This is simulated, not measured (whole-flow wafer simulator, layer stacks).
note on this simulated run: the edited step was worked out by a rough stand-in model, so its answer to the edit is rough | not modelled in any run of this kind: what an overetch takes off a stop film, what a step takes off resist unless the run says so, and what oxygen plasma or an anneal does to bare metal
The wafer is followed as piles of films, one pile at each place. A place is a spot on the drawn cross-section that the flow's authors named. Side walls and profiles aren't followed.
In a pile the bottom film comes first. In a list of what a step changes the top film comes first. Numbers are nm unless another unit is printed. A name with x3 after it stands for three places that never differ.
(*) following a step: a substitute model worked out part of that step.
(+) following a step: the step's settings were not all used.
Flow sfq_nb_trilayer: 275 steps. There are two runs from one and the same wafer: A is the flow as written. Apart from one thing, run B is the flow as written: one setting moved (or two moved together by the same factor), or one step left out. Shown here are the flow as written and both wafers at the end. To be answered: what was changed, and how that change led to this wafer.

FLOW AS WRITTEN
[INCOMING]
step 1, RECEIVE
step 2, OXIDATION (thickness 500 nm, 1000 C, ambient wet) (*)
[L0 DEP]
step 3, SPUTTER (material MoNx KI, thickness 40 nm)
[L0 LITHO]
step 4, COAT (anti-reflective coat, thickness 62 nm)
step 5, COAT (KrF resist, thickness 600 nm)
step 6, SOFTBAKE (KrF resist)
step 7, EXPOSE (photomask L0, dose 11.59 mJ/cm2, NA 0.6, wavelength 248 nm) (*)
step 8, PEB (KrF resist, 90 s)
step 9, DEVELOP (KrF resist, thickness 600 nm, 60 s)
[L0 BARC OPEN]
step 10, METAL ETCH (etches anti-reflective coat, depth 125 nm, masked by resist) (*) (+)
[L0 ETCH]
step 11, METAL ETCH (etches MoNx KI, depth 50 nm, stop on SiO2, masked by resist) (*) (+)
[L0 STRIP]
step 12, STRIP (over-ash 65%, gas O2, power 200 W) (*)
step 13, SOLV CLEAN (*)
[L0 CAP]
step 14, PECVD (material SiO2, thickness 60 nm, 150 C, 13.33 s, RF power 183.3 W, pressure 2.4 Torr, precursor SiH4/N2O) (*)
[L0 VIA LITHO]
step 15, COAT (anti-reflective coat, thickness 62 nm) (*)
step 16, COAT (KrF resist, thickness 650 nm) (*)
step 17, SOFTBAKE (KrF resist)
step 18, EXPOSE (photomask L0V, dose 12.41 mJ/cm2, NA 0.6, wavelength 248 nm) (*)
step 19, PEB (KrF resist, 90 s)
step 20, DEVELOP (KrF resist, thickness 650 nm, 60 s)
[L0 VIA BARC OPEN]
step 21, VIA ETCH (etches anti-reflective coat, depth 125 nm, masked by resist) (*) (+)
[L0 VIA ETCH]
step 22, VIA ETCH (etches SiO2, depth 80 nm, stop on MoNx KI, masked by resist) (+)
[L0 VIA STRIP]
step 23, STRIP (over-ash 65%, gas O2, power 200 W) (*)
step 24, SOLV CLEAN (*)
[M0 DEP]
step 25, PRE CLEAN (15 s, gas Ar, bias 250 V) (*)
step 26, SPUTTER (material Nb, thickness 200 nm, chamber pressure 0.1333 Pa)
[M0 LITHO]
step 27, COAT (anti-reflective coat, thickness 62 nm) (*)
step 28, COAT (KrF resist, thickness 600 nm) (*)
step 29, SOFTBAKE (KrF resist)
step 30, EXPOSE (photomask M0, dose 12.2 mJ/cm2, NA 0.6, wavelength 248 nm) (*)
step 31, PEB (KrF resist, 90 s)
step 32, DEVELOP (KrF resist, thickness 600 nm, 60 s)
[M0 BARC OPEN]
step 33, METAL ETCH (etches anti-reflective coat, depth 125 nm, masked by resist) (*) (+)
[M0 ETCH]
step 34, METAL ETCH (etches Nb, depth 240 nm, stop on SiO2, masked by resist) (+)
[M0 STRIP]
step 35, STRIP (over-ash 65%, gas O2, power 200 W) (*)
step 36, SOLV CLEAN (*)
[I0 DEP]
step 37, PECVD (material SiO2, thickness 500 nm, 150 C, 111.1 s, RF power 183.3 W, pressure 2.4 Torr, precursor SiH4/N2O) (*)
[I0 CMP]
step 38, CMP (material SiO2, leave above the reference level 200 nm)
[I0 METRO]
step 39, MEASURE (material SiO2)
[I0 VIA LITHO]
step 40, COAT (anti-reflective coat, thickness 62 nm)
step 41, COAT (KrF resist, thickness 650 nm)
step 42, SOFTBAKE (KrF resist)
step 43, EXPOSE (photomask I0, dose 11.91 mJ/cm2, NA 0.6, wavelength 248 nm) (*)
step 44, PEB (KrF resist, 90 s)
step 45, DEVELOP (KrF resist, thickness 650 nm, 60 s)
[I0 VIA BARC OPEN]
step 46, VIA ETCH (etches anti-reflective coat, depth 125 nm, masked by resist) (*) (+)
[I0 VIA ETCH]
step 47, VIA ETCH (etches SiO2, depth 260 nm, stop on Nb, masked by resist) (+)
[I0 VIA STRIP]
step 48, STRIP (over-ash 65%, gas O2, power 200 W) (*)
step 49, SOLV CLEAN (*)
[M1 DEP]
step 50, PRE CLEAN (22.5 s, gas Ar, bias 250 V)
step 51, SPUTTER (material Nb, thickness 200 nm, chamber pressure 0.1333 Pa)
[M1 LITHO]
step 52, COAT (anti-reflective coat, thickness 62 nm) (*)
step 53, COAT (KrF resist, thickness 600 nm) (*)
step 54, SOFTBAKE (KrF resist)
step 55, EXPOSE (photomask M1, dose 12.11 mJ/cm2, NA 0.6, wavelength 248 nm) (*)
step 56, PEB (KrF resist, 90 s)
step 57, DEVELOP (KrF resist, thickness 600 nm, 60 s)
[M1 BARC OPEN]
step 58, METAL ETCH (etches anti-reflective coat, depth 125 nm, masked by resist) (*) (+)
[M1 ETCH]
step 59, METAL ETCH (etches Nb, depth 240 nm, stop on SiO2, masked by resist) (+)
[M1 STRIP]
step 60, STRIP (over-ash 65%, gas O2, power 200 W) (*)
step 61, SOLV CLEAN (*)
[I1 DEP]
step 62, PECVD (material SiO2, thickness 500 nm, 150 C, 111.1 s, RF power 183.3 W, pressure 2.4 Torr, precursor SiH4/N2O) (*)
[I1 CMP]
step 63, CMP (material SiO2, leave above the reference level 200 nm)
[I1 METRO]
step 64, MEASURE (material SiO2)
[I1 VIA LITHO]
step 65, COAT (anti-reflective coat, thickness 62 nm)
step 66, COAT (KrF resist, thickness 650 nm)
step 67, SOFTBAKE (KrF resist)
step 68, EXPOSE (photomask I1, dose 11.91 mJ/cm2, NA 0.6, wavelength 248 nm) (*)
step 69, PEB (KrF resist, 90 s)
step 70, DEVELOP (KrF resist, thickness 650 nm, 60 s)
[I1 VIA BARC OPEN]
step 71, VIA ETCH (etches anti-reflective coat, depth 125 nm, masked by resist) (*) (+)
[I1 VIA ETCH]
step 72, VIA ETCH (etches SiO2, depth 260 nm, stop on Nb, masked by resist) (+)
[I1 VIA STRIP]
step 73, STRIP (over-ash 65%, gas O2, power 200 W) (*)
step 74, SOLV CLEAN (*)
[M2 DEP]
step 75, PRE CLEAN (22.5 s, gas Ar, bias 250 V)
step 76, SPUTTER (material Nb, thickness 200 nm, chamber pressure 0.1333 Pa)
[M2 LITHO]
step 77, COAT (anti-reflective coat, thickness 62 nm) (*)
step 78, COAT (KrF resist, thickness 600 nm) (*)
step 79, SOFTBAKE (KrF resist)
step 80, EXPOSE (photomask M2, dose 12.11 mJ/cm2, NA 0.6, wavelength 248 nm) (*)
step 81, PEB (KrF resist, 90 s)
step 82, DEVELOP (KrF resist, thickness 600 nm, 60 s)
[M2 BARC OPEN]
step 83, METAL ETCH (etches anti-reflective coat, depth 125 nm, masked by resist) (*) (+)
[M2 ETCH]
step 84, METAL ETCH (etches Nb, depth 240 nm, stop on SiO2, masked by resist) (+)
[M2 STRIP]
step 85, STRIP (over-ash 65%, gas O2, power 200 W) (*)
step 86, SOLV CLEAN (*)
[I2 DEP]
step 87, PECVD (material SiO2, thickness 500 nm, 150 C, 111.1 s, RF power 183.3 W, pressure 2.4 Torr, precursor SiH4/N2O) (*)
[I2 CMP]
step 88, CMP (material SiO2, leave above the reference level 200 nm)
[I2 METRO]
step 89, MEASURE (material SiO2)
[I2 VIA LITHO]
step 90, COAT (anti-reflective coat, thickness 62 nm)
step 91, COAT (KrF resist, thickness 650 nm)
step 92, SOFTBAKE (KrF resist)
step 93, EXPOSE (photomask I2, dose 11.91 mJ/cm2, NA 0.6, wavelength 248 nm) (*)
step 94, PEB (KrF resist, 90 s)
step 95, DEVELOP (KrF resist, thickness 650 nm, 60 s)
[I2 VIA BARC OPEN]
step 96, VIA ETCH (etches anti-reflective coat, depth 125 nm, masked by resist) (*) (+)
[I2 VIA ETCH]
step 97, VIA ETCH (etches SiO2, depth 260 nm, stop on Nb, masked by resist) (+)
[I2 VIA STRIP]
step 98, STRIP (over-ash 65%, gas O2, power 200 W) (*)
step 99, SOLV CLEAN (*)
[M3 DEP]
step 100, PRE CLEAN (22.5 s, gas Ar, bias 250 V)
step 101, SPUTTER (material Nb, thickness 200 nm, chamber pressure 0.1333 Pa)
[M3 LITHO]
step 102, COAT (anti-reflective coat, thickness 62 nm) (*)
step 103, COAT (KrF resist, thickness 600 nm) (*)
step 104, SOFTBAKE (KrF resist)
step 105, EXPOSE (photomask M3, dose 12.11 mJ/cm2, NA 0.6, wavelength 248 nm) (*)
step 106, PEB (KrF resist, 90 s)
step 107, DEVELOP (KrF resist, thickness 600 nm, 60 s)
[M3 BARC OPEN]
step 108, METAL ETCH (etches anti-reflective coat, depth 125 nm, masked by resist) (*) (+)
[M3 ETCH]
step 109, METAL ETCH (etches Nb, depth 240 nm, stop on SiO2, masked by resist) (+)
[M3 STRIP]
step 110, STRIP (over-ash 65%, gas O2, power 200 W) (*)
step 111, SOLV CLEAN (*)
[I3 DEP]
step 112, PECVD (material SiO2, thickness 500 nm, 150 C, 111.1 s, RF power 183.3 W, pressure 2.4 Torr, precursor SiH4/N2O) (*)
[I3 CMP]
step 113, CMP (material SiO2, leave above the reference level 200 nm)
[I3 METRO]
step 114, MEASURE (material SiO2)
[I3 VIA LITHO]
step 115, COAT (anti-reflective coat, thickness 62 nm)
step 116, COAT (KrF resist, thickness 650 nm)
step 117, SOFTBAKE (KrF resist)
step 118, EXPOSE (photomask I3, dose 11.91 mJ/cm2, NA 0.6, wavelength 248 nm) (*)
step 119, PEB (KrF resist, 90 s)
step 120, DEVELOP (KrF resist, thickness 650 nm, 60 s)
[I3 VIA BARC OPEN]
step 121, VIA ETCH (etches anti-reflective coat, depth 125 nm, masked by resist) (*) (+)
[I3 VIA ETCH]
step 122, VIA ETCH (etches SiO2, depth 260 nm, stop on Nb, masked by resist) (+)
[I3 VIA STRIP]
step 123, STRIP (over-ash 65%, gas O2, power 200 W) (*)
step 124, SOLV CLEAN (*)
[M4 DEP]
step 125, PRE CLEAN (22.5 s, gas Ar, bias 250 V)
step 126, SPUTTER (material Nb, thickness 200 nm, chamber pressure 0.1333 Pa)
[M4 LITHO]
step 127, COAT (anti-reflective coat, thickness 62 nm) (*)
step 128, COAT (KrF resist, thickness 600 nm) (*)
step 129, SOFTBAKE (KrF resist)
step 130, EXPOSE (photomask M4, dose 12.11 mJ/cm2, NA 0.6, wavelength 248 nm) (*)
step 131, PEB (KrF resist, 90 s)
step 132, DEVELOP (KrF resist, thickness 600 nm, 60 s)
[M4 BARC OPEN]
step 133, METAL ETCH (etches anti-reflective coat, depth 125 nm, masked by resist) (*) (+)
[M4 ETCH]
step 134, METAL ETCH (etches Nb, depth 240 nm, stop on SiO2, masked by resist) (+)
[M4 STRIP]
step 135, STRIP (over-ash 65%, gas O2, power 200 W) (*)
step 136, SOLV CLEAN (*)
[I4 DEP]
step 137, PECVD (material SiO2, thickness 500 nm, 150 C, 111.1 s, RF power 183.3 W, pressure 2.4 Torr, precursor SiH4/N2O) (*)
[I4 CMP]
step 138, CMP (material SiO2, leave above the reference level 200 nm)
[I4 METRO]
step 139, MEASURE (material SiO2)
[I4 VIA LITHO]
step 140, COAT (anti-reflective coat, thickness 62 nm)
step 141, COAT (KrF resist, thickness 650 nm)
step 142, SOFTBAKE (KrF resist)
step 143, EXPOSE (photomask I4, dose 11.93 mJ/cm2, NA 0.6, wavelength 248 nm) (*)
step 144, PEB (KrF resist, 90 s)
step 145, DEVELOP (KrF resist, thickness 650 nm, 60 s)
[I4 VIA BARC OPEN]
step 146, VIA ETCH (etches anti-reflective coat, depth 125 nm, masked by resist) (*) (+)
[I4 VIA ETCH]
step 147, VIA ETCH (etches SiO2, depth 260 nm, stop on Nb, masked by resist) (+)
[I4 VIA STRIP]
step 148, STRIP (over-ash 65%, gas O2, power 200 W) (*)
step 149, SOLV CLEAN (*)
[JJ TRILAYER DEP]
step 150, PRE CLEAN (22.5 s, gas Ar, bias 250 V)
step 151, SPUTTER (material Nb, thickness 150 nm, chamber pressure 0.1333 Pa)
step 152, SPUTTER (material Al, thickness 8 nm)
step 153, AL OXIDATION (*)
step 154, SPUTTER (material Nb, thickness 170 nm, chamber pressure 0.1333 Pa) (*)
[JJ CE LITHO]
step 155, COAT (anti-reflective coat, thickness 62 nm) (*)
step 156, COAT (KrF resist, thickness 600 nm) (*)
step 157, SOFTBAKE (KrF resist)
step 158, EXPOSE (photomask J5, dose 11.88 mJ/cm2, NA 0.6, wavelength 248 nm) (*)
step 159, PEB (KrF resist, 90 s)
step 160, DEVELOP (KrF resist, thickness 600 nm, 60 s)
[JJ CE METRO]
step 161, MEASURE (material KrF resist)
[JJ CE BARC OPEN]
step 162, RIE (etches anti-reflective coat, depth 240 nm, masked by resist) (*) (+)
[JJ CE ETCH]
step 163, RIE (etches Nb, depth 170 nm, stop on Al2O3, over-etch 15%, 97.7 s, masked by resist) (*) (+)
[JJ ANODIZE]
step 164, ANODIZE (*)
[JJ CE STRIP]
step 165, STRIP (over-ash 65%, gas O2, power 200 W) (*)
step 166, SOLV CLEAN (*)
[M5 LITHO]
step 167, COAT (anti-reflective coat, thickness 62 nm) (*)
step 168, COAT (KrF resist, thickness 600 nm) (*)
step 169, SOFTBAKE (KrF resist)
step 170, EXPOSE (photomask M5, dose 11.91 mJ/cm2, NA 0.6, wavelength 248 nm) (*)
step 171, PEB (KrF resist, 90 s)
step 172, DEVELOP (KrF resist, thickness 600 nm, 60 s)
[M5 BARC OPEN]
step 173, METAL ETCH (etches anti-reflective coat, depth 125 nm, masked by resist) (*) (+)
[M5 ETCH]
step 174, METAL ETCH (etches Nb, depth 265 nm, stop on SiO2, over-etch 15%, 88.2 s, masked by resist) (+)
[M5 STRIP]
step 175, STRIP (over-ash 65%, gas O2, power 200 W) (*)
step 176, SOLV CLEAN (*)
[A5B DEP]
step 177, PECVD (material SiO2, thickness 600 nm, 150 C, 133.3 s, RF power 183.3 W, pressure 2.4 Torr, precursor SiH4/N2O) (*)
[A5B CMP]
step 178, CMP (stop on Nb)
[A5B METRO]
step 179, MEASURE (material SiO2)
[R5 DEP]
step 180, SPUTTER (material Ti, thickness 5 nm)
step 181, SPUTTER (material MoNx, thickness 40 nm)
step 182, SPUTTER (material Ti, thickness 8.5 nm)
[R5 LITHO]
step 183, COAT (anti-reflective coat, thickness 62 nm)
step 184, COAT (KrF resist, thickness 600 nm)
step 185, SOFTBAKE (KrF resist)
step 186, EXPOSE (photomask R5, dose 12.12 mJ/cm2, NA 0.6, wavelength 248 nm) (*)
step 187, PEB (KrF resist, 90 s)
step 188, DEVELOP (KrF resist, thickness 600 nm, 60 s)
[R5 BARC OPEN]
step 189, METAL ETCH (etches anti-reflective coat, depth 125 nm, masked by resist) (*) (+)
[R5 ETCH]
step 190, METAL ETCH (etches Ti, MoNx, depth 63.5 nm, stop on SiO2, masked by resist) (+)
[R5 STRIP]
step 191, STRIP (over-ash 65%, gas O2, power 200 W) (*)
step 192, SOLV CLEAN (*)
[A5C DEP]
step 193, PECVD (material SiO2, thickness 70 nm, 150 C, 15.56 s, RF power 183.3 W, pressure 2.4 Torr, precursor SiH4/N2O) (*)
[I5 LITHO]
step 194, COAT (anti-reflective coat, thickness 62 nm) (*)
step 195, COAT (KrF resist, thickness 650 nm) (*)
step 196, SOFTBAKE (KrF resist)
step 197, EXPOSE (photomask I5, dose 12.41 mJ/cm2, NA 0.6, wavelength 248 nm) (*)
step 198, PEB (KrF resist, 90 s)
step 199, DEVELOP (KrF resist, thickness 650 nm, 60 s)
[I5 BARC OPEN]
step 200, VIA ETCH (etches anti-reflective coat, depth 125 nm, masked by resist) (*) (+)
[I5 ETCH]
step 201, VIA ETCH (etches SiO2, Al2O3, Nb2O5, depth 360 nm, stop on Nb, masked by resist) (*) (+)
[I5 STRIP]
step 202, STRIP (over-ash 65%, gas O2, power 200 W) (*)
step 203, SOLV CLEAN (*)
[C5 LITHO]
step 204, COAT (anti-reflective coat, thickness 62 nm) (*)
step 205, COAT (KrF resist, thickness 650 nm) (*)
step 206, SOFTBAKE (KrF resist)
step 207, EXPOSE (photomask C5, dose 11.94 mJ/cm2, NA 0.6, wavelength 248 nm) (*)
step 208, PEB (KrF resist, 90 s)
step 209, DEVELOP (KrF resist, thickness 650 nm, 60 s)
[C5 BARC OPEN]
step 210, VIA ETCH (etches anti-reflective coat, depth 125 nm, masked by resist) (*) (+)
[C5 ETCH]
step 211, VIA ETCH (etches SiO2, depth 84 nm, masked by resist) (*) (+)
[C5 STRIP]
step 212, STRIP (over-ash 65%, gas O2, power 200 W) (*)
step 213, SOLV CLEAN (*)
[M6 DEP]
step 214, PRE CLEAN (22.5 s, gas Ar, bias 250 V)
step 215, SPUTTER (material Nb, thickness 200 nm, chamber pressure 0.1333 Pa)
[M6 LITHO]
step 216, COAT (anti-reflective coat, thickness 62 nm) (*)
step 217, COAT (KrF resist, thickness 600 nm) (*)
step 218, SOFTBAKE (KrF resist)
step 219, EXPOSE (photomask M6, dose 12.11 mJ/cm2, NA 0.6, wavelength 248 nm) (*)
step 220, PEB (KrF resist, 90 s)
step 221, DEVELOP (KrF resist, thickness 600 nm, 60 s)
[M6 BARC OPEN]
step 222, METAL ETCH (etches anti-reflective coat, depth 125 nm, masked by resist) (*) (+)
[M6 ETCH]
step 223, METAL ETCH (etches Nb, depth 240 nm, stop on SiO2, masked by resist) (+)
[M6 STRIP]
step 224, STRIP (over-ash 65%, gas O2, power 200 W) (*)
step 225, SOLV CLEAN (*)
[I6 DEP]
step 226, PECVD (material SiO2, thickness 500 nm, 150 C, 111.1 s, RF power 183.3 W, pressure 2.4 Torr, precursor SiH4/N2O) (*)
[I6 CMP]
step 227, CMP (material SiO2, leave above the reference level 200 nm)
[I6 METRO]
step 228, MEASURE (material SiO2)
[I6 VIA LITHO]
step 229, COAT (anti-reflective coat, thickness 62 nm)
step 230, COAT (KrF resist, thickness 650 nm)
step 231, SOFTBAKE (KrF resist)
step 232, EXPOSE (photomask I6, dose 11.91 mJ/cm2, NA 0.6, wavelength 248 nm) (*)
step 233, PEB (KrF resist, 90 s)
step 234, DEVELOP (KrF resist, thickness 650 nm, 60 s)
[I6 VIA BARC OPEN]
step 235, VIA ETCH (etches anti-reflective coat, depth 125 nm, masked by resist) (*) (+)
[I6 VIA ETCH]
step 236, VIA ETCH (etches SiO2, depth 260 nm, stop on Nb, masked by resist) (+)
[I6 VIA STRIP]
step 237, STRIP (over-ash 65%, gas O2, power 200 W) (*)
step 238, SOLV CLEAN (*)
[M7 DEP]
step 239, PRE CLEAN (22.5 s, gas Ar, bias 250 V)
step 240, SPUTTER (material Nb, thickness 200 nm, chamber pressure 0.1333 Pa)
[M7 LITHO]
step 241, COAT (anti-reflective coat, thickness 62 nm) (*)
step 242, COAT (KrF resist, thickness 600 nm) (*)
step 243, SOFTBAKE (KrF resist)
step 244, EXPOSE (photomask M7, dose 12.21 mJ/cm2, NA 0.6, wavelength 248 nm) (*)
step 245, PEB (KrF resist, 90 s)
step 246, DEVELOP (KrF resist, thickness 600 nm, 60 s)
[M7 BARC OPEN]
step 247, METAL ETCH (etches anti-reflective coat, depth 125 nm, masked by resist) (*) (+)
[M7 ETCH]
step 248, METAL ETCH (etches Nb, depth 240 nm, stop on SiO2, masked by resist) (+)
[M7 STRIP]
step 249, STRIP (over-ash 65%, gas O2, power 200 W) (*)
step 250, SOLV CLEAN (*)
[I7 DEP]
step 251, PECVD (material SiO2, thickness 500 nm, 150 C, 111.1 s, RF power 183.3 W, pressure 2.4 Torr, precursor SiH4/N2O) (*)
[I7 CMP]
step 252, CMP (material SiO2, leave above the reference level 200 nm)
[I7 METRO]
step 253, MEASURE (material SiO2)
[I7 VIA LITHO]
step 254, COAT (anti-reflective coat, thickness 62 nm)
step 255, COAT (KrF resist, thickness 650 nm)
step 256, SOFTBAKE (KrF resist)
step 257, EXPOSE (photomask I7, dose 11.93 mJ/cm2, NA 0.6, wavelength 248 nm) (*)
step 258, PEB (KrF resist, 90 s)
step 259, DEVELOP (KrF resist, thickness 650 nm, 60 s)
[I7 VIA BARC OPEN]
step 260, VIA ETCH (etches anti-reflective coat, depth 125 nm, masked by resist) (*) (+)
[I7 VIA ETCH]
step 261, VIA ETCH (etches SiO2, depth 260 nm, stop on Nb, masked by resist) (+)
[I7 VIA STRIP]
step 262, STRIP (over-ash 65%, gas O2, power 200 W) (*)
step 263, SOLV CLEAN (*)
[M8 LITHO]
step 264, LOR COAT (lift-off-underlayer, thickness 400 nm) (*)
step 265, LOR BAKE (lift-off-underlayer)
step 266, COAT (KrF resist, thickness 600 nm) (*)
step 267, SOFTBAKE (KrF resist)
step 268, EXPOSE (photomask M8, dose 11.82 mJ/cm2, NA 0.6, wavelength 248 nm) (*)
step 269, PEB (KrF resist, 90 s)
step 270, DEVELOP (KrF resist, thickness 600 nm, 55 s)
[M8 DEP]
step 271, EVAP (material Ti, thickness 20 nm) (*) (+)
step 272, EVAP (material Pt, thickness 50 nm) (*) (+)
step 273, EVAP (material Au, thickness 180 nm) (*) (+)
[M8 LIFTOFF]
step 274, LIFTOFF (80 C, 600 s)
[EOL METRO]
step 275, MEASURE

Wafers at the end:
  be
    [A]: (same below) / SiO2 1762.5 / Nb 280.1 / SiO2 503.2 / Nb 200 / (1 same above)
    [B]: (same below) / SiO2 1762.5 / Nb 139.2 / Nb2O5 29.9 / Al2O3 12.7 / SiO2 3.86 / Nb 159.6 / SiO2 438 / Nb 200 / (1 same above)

Cause: step 201, VIA ETCH: depth 205 nm was run, though the flow has depth 360 nm.

The path from the change to this, step by step:
  step 201, VIA ETCH (etches SiO2, Al2O3, Nb2O5, depth 360 nm, stop on Nb, masked by resist) (*) (+)
      be: A -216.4 SiO2 (all of it), -12.7 Al2O3 (all of it), -29.9 Nb2O5 (all of it) | B -205 SiO2
      field_l, v_sur, via_wl and 102 more: A -240 KrF resist | B -136.7 KrF resist
  step 202, STRIP (over-ash 65%, gas O2, power 200 W) (*)
      p4_fl, p4_fm, p4_w1 and 44 more: A -333.1 KrF resist (all of it), -62 anti-reflective coat (all of it) | B -436.5 KrF resist (all of it), -62 anti-reflective coat (all of it)
      wl_b_sl, wl_b_m5, wl_b_sr, wl_c_sl, wl_f_sl, wl_f_m6, wl_f_sr, wl_g_sl: A -333 KrF resist (all of it), -62 anti-reflective coat (all of it) | B -436.3 KrF resist (all of it), -62 anti-reflective coat (all of it)
      (also at 50 further places)
  step 204, COAT (anti-reflective coat, thickness 62 nm) (*)
      wire: A +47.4 anti-reflective coat (new film) | B +49 anti-reflective coat (new film)
      be: A +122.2 anti-reflective coat (new film) | B +114.1 anti-reflective coat (new film)
      (also at 1 further place)
  step 205, COAT (KrF resist, thickness 650 nm) (*)
      be: A +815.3 KrF resist (new film) | B +776.7 KrF resist (new film)
  step 212, STRIP (over-ash 65%, gas O2, power 200 W) (*)
      wire: A -555.8 KrF resist (all of it), -47.4 anti-reflective coat (all of it) | B -558.8 KrF resist (all of it), -49 anti-reflective coat (all of it)
      be: A -728.2 KrF resist (all of it), -122.2 anti-reflective coat (all of it) | B -689.6 KrF resist (all of it), -114.1 anti-reflective coat (all of it)
      (also at 1 further place)
  step 214, PRE CLEAN (22.5 s, gas Ar, bias 250 V)
      be: A -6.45 Nb | B -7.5 SiO2
  step 215, SPUTTER (material Nb, thickness 200 nm, chamber pressure 0.1333 Pa)
      be: A +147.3 Nb | B +159.6 Nb (new film)
  step 216, COAT (anti-reflective coat, thickness 62 nm) (*)
      wire: A +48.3 anti-reflective coat (new film) | B +49.8 anti-reflective coat (new film)
      be: A +136.7 anti-reflective coat (new film) | B +126.4 anti-reflective coat (new film)
      (also at 1 further place)
  step 217, COAT (KrF resist, thickness 600 nm) (*)
      be: A +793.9 KrF resist (new film) | B +748.2 KrF resist (new film)
  step 224, STRIP (over-ash 65%, gas O2, power 200 W) (*)
      wire: A -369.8 KrF resist (all of it), -48.3 anti-reflective coat (all of it) | B -373.9 KrF resist (all of it), -49.8 anti-reflective coat (all of it)
      be: A -575.8 KrF resist (all of it), -136.7 anti-reflective coat (all of it) | B -530.2 KrF resist (all of it), -126.4 anti-reflective coat (all of it)
      (also at 1 further place)
  step 226, PECVD (material SiO2, thickness 500 nm, 150 C, 111.1 s, RF power 183.3 W, pressure 2.4 Torr, precursor SiH4/N2O) (*)
      be: A +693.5 SiO2 (new film) | B +628.3 SiO2 (new film)
With metal films that touch counted as one body, be has 4 bodies (between them, from the top down: SiO2 438; SiO2 3.86 / Al2O3 12.7 / Nb2O5 29.9; SiO2 1762.5); the flow as written gives 3 bodies (between them, from the top down: SiO2 503.2; SiO2 1762.5).
